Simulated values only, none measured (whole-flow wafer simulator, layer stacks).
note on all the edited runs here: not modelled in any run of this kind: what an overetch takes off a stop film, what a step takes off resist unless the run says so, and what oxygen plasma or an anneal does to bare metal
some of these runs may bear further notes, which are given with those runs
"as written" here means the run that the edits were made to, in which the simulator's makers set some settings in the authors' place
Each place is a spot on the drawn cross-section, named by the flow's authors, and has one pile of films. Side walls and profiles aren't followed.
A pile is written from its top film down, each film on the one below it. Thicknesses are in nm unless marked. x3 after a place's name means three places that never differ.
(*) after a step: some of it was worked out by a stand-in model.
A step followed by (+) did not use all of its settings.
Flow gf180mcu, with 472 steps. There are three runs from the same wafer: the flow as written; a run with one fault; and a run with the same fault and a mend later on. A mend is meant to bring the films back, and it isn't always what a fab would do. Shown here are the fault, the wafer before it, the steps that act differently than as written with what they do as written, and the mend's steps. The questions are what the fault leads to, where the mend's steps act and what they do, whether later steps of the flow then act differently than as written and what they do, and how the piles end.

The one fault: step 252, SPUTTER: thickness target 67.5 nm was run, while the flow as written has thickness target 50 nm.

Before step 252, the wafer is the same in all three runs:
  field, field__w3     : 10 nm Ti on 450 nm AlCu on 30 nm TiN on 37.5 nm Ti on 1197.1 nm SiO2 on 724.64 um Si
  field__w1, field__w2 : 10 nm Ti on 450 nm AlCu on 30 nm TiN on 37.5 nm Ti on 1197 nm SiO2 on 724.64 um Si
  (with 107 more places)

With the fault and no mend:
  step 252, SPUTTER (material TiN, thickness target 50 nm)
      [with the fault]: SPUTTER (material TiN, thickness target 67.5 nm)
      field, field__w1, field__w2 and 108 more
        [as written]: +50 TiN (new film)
        [with the fault]: +67.5 TiN (new film)
  Later steps of the flow acting differently than as written (5 other steps are not shown; they differ only slightly, by no more than 2% or 0.5 nm, whichever is larger):
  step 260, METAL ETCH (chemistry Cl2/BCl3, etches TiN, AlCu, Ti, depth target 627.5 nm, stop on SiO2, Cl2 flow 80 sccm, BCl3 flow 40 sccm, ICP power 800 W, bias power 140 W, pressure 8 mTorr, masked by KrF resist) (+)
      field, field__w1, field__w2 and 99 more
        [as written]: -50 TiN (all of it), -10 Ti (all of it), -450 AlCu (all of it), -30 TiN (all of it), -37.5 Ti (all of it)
        [with the fault]: -67.5 TiN (all of it), -10 Ti (all of it), -450 AlCu (all of it), -30 TiN (all of it), -37.5 Ti (all of it)
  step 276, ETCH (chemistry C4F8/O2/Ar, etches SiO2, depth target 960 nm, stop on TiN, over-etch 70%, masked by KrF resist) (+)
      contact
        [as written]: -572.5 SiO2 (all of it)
        [with the fault]: -555 SiO2 (all of it)
  At field__w8, contact, m1 and 6 more, the piles at the end differ from the flow's by more than 2% or 0.5 nm, whichever is larger.
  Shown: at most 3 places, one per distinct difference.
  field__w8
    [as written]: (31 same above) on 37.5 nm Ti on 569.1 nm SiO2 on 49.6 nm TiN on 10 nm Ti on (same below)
    [with the fault]: (31 same above) on 37.5 nm Ti on 551.6 nm SiO2 on 67.1 nm TiN on 10 nm Ti on (same below)
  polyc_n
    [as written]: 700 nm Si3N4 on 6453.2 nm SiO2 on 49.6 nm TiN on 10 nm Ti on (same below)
    [with the fault]: 700 nm Si3N4 on 6435.7 nm SiO2 on 67.1 nm TiN on 10 nm Ti on (same below)
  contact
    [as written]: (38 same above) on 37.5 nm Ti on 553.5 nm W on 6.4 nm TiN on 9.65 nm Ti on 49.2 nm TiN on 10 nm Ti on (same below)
    [with the fault]: (38 same above) on 37.5 nm Ti on 535.8 nm W on 6.47 nm TiN on 9.75 nm Ti on 66.7 nm TiN on 10 nm Ti on (same below)

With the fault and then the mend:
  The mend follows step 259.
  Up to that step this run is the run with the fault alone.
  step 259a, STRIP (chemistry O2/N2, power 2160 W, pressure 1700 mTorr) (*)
      field__w8, contact, m1 and 6 more
        -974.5 KrF resist (all of it)
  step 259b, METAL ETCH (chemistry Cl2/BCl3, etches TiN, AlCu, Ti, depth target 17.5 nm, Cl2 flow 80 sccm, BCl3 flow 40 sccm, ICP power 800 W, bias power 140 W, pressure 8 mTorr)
      field, field__w1, field__w2 and 108 more
        -17.5 TiN
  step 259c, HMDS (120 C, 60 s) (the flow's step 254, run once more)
      leaves every film unchanged at each place that is followed
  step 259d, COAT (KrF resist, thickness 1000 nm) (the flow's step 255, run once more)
      field, field__w1, field__w2 and 108 more
        +1000 KrF resist (new film)
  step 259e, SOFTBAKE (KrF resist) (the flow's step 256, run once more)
      leaves every film unchanged at each place that is followed
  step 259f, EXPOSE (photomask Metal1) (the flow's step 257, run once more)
      leaves every film unchanged at each place that is followed
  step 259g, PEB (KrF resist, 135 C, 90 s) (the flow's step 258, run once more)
      field, field__w1, field__w2 and 108 more
        -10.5 KrF resist
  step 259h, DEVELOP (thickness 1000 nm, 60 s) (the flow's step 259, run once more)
      field, field__w1, field__w2 and 99 more
        -989.5 KrF resist (all of it)
      field__w8, contact, m1 and 6 more
        -14.9 KrF resist
  None of the later steps of the flow acts differently than as written at any place that is followed.
  By the end, the piles equal the flow's at every place that both follow.
